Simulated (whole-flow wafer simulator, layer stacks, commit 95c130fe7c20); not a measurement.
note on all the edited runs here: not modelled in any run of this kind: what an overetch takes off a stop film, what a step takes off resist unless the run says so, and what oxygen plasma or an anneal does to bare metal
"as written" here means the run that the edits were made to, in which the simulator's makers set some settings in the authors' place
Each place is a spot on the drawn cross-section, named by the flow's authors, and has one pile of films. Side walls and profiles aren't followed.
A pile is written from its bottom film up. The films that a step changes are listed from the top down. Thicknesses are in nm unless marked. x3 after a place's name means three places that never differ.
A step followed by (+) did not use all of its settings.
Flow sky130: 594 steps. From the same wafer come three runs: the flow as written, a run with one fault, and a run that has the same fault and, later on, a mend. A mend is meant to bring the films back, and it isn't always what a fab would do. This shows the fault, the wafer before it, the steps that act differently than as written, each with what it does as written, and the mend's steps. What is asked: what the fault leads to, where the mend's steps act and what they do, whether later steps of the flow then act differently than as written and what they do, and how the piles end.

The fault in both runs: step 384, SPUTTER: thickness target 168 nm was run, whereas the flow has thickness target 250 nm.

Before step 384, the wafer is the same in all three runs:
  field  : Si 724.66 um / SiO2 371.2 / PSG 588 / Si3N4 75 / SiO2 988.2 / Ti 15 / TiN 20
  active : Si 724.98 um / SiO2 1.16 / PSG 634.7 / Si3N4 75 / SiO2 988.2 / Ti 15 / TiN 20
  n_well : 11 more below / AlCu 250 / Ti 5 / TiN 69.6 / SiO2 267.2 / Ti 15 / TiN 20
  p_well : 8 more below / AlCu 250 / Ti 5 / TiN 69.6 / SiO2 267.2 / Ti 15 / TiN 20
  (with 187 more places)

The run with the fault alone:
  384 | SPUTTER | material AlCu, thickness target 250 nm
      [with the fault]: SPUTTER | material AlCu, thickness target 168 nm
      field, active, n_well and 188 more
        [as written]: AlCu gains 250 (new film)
        [with the fault]: AlCu gains 168 (new film)
  Later steps of the flow acting differently than as written (8 more steps, not shown, differ only slightly: by at most 2% or 0.5 nm, whichever is larger):
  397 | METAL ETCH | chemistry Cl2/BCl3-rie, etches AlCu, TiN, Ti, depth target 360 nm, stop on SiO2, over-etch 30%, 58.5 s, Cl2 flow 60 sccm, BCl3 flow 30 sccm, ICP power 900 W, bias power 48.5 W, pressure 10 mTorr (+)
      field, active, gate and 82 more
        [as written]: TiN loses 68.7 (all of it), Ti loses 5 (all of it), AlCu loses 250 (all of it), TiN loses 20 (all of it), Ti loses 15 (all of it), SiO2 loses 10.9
        [with the fault]: TiN loses 68.7 (all of it), Ti loses 5 (all of it), AlCu loses 168 (all of it), TiN loses 20 (all of it), Ti loses 15 (all of it), SiO2 loses 19.1
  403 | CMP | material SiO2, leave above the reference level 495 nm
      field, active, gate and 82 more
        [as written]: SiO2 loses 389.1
        [with the fault]: SiO2 loses 462.9
  By the end, the piles at n_well, p_well, gate_hv and 120 more depart from the flow's by more than 2% or 0.5 nm, whichever is larger.
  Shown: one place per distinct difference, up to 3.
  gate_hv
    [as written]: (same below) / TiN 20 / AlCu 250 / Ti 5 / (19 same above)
    [with the fault]: (same below) / TiN 20 / AlCu 168 / Ti 5 / (19 same above)
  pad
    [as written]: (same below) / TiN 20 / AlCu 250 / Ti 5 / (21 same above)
    [with the fault]: (same below) / TiN 20 / AlCu 168 / Ti 5 / (21 same above)
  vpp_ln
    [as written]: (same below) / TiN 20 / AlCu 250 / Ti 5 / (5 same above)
    [with the fault]: (same below) / TiN 20 / AlCu 168 / Ti 5 / (5 same above)

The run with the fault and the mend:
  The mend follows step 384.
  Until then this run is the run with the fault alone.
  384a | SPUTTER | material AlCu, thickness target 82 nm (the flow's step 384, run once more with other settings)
      field, active, n_well and 188 more
        AlCu gains 82
  Later steps of the flow that are run all act as written at every place that is followed.
  The piles end the same as the flow's at every place that both follow.
